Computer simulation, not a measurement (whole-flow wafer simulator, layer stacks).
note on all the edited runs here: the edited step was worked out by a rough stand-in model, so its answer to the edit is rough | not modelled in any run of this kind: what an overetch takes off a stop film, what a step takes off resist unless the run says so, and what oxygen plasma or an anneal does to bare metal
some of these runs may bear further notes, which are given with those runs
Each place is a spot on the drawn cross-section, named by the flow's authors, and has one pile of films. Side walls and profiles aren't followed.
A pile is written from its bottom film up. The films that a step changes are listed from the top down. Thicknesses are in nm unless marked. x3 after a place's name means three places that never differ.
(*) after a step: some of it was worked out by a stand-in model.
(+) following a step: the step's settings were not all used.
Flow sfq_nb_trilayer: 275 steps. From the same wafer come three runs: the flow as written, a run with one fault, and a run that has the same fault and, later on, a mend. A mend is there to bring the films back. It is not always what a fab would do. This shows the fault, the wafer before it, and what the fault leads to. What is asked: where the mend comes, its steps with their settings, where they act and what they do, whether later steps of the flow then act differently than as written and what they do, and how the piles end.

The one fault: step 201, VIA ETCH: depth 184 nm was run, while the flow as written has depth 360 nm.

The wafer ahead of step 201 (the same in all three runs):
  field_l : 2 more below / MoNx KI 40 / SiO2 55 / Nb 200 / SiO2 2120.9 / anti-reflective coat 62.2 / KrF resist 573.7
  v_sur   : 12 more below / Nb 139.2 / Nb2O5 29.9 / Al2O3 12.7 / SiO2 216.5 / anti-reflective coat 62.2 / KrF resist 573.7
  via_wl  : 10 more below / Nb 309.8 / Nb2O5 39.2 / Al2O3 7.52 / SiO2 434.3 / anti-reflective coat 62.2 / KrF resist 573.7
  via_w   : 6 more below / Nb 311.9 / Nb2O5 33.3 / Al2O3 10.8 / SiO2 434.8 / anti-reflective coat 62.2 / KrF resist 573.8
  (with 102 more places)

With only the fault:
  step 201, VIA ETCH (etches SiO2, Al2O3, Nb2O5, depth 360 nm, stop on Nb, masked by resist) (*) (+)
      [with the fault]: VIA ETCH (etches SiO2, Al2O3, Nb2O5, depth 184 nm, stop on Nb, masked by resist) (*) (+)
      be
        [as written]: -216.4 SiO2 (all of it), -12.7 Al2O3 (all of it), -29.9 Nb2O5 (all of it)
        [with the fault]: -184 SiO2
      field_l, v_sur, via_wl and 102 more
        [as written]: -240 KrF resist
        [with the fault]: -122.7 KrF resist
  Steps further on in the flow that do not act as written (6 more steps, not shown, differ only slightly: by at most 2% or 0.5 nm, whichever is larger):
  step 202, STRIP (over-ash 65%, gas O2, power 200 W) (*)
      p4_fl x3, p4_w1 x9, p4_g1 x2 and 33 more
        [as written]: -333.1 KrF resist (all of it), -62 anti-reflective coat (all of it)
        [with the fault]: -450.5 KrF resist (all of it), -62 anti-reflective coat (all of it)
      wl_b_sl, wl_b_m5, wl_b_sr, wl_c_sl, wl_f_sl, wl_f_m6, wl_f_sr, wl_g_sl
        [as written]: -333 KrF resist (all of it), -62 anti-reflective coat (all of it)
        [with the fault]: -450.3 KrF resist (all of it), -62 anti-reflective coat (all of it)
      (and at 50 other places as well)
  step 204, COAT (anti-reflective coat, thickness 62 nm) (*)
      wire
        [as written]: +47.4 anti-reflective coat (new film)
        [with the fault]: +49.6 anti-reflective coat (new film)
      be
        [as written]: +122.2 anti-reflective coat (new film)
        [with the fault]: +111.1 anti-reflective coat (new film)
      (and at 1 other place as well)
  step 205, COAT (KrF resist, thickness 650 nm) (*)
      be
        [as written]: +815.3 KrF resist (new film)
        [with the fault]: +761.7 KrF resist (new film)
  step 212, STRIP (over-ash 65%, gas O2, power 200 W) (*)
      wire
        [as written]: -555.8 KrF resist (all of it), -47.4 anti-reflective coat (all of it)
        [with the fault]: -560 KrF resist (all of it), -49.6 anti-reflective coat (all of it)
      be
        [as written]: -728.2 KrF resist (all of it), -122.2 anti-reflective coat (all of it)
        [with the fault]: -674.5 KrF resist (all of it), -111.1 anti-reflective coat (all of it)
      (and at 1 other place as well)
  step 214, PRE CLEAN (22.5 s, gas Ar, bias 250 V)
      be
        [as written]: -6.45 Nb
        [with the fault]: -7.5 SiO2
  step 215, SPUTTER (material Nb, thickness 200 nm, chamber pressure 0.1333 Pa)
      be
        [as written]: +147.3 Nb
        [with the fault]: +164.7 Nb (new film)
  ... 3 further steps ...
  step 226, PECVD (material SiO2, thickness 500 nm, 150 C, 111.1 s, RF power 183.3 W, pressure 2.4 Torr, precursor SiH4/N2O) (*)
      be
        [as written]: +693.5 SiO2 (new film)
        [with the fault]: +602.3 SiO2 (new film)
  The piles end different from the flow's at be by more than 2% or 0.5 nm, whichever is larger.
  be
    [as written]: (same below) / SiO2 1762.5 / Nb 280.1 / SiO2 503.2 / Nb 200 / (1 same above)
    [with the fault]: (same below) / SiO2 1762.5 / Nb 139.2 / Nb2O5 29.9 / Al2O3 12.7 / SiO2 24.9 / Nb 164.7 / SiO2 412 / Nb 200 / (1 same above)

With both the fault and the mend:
  After step 202 comes the mend.
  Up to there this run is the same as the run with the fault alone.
  step 202a, COAT (anti-reflective coat, thickness 62 nm) (*) (the flow's step 194 again)
      p4_fl x3, p4_w1 x9, p4_g1 x2 and 50 more
        +62 anti-reflective coat (new film)
      field_l, wl_a_sl, wl_a_m6, wl_a_sr, wl_g_sr
        +61.9 anti-reflective coat (new film)
      ln_m6, lsp_r, l0_sur, l0v
        +62.1 anti-reflective coat (new film)
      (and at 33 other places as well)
  step 202b, COAT (KrF resist, thickness 650 nm) (the flow's step 195 again)
      p4_fl x3, p4_w1 x9, p4_g1 x2 and 33 more
        +650 KrF resist (new film)
      wl_b_m5, wl_b_sr, wl_c_sl and 12 more
        +649.9 KrF resist (new film)
      field_l, wl_a_sr, wl_g_sr
        +649.7 KrF resist (new film)
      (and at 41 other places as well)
  step 202c, SOFTBAKE (KrF resist) (the flow's step 196 again)
      does not change any film at any place that is followed
  step 202d, EXPOSE (photomask I5, dose 12.41 mJ/cm2, NA 0.6, wavelength 248 nm) (*) (the flow's step 197 again)
      does not change any film at any place that is followed
  step 202e, PEB (KrF resist, 90 s) (the flow's step 198 again)
      field_l, v_sur, via_wl and 83 more
        -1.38 KrF resist
      ce_l, moat, field_r, wl_jj
        -1.39 KrF resist
      via_wr, via_sp, wire
        -1.37 KrF resist
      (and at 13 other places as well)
  step 202f, DEVELOP (KrF resist, thickness 650 nm, 60 s) (the flow's step 199 again)
      field_l, v_sur, via_wl and 102 more
        -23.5 KrF resist
      be
        -760 KrF resist (all of it)
  step 202g, VIA ETCH (etches anti-reflective coat, depth 125 nm, masked by resist) (+) (the flow's step 200 again)
      field_l, v_sur, via_wl and 102 more
        -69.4 KrF resist
      be
        -111.1 anti-reflective coat (all of it), -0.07 SiO2
  step 202h, VIA ETCH (etches SiO2, Al2O3, Nb2O5, depth 176 nm, stop on Nb, masked by resist) (*) (+) (the flow's step 201 again, with other settings)
      field_l, v_sur, via_wl and 102 more
        -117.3 KrF resist
      be
        -32.3 SiO2 (all of it), -12.7 Al2O3 (all of it), -29.9 Nb2O5 (all of it)
  step 202i, STRIP (over-ash 65%, gas O2, power 200 W) (*) (the flow's step 202 again)
      p4_fl x3, p4_w1 x9, p4_g1 x2 and 33 more
        -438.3 KrF resist (all of it), -62 anti-reflective coat (all of it)
      wl_b_m5, wl_b_sr, wl_c_sl and 12 more
        -438.2 KrF resist (all of it), -62 anti-reflective coat (all of it)
      wl_j_sl, wl_j_sr
        -438.5 KrF resist (all of it), -60.2 anti-reflective coat (all of it)
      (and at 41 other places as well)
  None of the later steps of the flow acts differently than as written at any place that is followed.
  The piles end the same as the flow's at every place that both follow.
